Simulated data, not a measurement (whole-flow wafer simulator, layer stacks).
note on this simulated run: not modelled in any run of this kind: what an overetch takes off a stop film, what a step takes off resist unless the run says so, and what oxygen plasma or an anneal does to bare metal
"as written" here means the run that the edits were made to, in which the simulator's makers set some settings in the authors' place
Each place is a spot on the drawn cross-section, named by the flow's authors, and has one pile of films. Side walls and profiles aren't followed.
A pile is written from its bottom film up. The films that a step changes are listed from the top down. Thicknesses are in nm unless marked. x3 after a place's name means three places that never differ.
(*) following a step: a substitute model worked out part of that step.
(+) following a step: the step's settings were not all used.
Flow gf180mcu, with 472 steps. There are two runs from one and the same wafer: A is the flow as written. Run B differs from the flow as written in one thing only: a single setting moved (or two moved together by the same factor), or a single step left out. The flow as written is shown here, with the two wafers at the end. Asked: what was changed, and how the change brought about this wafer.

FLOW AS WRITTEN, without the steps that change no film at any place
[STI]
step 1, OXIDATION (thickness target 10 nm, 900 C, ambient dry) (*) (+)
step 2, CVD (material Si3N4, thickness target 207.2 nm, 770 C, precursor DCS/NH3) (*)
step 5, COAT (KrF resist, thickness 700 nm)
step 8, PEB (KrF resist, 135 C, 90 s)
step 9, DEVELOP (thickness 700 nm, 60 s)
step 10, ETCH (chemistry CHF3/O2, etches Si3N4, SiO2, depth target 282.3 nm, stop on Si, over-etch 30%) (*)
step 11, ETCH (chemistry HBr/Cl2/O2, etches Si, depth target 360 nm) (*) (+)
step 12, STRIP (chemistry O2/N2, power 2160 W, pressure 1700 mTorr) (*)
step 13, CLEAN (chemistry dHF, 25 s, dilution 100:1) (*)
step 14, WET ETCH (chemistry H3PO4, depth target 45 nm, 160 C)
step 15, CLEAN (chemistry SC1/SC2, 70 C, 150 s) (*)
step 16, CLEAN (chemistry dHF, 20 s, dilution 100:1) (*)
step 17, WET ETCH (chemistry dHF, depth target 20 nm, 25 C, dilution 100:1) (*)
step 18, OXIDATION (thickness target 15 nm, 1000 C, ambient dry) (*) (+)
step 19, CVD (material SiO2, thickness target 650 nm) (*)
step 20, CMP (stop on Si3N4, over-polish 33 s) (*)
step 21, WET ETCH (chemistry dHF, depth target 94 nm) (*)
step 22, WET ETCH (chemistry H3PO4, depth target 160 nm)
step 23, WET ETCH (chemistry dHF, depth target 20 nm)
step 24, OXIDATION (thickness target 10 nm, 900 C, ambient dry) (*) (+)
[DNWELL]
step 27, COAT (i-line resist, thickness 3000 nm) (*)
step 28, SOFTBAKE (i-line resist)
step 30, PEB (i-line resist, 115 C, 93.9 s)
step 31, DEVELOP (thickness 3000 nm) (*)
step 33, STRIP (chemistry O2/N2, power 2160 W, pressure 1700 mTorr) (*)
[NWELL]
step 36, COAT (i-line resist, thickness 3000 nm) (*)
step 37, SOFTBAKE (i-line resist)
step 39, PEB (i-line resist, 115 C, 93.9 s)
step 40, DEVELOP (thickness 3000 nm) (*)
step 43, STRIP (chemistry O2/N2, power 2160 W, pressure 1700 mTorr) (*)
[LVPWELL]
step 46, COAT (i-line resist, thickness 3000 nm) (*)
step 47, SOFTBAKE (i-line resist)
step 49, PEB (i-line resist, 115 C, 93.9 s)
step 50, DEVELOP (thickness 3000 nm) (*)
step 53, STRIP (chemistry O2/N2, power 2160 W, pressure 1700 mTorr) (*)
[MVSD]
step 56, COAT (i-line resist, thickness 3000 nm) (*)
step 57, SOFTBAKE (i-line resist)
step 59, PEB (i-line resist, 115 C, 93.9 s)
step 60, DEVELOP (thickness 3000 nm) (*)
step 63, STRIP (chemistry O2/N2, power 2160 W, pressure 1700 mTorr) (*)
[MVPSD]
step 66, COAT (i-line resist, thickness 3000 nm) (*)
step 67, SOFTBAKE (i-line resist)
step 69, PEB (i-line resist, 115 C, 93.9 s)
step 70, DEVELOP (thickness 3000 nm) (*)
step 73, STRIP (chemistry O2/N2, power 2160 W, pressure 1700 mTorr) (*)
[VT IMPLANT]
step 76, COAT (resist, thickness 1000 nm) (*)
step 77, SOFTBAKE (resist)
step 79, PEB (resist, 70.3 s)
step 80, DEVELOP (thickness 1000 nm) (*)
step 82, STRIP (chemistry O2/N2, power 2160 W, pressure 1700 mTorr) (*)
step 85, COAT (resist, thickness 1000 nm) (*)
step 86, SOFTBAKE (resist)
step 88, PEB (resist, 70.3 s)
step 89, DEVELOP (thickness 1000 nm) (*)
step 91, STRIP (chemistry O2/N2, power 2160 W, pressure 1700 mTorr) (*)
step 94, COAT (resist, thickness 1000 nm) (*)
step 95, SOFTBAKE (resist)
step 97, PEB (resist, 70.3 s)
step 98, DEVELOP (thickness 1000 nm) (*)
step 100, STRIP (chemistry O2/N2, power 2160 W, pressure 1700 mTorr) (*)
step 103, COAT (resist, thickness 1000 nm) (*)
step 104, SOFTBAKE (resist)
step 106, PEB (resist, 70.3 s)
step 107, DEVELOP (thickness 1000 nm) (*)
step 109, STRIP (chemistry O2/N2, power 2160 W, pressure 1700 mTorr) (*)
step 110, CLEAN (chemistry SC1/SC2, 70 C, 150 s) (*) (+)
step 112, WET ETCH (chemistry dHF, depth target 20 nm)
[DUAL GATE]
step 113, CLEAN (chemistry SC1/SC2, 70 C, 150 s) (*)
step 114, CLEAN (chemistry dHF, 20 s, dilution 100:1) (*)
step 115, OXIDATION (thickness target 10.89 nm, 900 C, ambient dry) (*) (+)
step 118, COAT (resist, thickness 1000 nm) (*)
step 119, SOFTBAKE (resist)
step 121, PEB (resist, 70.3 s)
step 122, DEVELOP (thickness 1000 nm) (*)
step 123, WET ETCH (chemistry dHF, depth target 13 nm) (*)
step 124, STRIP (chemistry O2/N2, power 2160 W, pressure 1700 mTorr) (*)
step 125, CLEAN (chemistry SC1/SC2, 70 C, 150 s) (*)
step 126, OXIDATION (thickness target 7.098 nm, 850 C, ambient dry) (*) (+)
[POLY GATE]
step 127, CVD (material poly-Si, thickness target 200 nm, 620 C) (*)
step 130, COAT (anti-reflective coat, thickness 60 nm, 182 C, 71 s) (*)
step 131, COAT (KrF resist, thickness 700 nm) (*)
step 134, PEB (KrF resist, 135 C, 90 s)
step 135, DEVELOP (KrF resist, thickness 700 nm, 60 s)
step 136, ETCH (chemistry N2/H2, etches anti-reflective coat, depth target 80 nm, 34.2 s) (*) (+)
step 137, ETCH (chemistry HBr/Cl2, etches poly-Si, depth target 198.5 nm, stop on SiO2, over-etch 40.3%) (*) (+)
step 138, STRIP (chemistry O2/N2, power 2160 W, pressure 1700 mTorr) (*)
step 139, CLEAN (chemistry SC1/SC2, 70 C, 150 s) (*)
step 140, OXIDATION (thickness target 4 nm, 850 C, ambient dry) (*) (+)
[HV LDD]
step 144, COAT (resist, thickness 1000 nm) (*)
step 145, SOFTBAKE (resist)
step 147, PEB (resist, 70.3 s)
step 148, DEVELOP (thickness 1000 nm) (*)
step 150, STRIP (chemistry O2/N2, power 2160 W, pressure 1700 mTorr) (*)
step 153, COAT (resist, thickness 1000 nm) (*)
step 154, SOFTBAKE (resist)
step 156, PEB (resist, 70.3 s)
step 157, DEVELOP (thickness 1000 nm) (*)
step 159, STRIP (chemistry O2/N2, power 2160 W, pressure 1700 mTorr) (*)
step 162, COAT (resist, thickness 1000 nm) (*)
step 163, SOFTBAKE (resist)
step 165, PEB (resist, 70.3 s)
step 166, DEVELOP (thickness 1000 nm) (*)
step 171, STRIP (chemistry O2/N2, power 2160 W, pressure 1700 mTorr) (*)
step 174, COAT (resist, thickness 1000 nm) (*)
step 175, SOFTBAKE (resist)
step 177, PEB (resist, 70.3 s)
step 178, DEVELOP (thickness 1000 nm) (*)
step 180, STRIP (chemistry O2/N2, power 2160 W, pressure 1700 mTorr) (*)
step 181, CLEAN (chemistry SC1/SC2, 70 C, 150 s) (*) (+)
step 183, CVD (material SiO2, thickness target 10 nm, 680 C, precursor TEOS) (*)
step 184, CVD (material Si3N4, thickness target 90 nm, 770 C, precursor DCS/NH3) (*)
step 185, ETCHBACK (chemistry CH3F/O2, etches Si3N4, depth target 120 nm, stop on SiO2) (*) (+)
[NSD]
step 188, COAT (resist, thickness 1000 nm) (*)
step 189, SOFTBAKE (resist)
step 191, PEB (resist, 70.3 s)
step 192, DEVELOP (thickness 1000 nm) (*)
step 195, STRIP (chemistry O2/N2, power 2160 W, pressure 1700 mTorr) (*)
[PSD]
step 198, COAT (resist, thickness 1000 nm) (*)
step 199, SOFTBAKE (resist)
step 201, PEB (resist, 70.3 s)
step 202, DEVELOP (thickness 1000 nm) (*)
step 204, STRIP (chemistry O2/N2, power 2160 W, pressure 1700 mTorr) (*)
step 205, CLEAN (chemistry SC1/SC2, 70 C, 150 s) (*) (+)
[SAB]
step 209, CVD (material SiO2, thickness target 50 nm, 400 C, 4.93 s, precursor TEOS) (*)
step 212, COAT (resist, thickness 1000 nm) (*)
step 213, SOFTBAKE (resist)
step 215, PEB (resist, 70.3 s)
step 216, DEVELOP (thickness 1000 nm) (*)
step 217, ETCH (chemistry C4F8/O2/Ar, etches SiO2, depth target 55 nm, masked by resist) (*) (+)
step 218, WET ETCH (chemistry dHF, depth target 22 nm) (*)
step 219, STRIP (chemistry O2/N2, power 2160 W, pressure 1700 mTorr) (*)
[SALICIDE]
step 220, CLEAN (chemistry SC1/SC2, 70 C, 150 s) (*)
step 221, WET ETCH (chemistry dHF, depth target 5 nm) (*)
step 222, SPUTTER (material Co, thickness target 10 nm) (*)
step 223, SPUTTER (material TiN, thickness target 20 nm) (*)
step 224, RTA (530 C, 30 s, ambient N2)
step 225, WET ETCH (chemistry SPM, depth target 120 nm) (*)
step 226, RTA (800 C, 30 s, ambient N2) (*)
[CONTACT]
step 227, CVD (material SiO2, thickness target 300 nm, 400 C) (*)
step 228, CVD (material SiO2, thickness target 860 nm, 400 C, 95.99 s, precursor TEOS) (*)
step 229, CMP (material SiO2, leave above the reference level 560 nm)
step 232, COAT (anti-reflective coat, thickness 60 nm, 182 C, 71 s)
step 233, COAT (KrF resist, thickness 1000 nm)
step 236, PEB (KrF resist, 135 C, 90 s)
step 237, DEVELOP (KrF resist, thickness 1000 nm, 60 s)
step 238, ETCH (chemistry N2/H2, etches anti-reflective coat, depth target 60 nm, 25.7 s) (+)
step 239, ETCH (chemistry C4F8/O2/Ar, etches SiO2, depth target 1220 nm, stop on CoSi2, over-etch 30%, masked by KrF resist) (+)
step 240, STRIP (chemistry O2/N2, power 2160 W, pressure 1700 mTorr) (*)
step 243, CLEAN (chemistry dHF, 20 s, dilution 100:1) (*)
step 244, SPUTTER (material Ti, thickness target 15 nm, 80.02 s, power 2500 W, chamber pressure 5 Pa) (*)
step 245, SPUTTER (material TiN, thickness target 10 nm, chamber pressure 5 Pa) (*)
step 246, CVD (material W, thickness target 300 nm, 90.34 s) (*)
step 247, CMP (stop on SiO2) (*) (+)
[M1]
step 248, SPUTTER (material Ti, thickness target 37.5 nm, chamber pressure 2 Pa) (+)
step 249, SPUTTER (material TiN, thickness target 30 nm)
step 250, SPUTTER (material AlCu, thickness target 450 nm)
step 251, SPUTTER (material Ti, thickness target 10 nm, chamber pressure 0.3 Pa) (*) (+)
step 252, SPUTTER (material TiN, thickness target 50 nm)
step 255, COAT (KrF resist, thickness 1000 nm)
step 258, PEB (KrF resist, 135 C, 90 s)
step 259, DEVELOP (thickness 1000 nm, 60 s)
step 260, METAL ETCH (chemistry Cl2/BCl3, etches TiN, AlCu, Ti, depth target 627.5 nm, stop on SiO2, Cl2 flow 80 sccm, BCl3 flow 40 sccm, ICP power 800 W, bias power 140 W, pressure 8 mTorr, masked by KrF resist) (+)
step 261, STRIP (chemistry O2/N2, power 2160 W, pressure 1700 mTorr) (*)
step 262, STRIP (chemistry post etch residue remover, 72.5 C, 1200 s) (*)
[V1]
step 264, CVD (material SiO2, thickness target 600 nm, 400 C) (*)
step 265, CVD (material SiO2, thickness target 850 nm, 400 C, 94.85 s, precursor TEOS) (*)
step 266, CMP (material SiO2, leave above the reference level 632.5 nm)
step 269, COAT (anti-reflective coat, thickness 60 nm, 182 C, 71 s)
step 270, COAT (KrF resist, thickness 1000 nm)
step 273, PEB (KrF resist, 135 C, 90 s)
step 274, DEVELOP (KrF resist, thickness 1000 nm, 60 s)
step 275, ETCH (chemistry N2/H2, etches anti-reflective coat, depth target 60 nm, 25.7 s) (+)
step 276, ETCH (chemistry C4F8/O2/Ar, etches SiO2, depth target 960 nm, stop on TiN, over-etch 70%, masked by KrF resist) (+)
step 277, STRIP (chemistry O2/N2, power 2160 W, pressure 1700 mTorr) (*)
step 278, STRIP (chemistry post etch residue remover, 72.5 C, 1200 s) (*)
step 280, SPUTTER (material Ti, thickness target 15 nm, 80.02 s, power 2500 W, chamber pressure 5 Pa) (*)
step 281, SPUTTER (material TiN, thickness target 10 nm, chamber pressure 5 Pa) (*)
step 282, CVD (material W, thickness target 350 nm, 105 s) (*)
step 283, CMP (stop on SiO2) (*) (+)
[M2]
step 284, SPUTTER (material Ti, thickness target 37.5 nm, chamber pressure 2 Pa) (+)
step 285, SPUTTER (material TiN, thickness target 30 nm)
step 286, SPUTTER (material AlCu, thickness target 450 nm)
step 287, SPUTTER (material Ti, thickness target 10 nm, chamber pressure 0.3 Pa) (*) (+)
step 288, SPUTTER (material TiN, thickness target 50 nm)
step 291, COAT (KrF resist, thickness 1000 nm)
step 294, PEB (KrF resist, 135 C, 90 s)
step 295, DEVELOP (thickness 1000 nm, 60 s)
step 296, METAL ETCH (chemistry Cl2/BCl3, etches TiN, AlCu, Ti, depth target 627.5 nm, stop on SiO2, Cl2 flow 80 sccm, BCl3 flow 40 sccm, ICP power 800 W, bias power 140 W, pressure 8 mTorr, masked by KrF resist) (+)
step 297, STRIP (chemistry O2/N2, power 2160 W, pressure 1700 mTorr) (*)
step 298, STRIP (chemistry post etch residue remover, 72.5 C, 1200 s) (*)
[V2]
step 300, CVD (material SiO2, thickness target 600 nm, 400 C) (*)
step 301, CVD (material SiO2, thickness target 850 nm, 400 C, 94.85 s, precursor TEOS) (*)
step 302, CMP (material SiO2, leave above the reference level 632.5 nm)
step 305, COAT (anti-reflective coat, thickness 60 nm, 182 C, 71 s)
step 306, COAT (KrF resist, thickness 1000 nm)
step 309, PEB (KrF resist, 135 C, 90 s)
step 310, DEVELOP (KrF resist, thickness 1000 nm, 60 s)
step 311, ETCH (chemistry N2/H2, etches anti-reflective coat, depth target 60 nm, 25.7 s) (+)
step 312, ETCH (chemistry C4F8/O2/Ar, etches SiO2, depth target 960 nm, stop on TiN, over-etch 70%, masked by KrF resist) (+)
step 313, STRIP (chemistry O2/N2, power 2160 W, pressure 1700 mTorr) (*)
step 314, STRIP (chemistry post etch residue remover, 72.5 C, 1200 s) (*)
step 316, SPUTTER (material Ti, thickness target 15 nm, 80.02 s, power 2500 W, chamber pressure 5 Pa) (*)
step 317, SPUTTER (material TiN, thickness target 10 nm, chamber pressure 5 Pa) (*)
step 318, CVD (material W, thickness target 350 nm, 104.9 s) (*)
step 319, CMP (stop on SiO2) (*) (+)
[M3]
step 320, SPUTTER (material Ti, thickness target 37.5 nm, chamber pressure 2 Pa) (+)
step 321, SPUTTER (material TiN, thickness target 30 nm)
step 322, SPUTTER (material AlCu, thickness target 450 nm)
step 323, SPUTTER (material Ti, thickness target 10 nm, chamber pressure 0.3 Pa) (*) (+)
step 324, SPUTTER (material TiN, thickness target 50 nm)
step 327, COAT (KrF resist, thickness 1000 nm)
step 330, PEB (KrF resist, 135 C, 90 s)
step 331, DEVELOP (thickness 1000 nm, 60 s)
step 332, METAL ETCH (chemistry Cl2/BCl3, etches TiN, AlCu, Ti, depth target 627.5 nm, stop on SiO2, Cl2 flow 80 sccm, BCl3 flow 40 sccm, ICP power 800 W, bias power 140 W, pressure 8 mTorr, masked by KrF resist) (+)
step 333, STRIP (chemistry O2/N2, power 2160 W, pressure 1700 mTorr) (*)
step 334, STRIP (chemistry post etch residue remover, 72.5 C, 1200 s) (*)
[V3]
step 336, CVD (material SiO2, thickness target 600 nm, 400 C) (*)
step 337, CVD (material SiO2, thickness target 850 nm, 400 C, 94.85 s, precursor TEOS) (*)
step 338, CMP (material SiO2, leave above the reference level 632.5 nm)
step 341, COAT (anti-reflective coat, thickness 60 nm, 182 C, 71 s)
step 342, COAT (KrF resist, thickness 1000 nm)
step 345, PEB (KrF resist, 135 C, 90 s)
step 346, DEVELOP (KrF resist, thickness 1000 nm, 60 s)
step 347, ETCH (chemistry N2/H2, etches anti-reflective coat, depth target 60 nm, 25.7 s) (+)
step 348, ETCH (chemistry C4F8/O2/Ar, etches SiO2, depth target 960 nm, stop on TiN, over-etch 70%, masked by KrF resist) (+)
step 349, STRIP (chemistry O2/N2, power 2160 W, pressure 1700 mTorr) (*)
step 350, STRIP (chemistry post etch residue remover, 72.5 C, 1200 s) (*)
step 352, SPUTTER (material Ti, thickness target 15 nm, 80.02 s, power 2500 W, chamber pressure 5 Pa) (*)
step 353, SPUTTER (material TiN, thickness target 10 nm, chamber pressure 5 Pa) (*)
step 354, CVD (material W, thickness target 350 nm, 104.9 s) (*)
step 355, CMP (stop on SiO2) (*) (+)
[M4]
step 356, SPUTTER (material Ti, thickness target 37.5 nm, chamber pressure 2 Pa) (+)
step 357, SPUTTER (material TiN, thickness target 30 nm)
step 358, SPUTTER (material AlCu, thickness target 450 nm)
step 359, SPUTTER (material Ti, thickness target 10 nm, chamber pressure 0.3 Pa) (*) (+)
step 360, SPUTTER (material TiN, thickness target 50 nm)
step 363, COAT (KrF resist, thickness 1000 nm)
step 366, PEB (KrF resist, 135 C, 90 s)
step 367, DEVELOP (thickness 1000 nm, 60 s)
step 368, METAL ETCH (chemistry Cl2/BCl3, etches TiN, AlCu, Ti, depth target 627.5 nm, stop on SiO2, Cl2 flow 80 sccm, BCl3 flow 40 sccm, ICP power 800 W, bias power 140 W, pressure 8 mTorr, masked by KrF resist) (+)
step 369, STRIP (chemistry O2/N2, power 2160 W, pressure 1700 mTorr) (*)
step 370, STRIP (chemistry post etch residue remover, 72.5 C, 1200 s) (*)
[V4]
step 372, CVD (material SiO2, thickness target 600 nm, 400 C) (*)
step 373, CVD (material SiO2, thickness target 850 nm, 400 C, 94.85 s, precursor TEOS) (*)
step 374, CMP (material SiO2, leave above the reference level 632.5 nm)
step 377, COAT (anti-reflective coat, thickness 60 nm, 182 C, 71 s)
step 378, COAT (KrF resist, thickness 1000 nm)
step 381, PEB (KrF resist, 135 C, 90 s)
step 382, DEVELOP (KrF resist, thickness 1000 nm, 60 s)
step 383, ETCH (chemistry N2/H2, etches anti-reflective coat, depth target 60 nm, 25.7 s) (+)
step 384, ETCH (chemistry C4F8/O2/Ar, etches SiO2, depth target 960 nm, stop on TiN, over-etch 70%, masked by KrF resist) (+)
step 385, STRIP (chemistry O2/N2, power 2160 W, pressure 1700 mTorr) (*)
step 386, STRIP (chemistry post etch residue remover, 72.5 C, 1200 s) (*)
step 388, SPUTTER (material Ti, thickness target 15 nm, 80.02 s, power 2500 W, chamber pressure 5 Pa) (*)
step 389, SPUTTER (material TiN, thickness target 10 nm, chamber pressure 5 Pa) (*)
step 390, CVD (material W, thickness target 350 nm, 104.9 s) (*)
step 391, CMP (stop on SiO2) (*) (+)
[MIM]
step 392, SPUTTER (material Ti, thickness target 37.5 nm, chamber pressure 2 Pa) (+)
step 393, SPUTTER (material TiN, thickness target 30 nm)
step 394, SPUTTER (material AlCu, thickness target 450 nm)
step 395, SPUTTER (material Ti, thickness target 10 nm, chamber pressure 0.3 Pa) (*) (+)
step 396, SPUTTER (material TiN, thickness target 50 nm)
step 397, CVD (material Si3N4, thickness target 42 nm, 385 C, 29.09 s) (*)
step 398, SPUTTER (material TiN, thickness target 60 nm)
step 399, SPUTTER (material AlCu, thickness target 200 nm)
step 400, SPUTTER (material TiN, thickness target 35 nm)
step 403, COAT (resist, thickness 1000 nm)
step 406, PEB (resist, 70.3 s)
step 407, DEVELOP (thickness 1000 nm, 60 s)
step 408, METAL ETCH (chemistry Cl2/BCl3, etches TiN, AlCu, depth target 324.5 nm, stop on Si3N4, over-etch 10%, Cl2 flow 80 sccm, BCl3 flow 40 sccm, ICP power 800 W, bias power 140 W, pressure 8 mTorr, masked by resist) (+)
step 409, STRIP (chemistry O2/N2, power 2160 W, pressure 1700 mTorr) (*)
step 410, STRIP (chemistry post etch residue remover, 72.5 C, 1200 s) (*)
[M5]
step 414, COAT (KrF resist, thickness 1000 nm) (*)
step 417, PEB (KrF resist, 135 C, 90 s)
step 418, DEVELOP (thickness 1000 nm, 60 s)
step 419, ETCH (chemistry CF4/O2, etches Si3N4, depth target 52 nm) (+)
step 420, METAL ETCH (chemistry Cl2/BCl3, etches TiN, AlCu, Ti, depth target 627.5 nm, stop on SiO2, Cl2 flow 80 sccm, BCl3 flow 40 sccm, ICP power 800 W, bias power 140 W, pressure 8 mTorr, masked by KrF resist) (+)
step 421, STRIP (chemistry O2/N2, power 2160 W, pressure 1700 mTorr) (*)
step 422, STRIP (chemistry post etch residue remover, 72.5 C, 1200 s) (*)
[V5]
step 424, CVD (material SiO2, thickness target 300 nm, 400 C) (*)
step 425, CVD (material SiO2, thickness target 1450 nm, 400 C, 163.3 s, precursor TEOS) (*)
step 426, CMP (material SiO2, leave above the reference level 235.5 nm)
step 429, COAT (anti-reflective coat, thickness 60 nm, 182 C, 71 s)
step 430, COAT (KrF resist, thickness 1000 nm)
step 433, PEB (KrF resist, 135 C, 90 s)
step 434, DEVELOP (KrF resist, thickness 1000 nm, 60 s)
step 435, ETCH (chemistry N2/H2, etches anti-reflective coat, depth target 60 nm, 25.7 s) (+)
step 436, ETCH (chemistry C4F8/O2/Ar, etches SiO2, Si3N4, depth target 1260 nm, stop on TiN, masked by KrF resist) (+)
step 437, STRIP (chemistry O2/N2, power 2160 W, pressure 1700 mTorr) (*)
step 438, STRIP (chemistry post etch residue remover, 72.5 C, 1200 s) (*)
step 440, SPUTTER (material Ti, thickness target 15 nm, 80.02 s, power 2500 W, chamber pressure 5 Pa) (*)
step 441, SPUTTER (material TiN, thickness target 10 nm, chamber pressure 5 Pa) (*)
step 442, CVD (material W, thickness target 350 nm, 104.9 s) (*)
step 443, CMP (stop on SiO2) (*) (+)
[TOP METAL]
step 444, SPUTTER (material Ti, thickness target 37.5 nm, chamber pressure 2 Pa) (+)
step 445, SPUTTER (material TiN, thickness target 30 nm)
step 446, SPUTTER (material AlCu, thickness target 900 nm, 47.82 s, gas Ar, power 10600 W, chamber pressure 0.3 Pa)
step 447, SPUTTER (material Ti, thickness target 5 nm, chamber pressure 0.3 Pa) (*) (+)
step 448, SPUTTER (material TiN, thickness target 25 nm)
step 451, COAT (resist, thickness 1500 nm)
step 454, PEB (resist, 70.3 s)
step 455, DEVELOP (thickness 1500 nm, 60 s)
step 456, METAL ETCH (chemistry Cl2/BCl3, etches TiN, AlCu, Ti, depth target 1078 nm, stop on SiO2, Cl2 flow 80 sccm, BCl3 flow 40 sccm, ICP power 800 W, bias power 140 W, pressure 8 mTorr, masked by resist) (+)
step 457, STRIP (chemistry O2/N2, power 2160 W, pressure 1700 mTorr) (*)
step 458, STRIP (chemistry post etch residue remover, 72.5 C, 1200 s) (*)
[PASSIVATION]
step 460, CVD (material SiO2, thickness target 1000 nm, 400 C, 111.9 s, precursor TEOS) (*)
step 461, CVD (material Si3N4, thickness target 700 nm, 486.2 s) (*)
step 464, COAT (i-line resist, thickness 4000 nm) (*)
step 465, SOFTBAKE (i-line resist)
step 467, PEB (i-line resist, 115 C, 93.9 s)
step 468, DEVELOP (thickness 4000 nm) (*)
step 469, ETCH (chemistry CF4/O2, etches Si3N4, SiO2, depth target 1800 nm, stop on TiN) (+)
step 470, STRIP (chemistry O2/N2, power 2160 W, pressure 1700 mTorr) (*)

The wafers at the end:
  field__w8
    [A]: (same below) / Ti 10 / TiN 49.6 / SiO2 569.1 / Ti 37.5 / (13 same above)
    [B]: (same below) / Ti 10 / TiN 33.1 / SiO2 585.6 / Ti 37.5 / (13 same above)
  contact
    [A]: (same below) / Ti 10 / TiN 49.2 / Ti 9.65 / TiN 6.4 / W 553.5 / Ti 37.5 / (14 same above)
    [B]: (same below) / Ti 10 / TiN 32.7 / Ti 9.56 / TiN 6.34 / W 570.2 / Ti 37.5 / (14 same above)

Cause: step 360, SPUTTER: thickness target 33.5 nm was run, whereas the flow has thickness target 50 nm.

The path from the change to this, step by step:
  step 360, SPUTTER (material TiN, thickness target 50 nm)
      field, field__w1, field__w2 and 108 more: A +50 TiN (new film) | B +33.5 TiN (new film)
  step 368, METAL ETCH (chemistry Cl2/BCl3, etches TiN, AlCu, Ti, depth target 627.5 nm, stop on SiO2, Cl2 flow 80 sccm, BCl3 flow 40 sccm, ICP power 800 W, bias power 140 W, pressure 8 mTorr, masked by KrF resist) (+)
      field, field__w1, field__w2 and 103 more: A -50 TiN (all of it), -10 Ti (all of it), -450 AlCu (all of it), -30 TiN (all of it), -37.5 Ti (all of it) | B -33.5 TiN (all of it), -10 Ti (all of it), -450 AlCu (all of it), -30 TiN (all of it), -37.5 Ti (all of it)
  step 384, ETCH (chemistry C4F8/O2/Ar, etches SiO2, depth target 960 nm, stop on TiN, over-etch 70%, masked by KrF resist) (+)
      contact: A -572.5 SiO2 (all of it) | B -589 SiO2 (all of it)
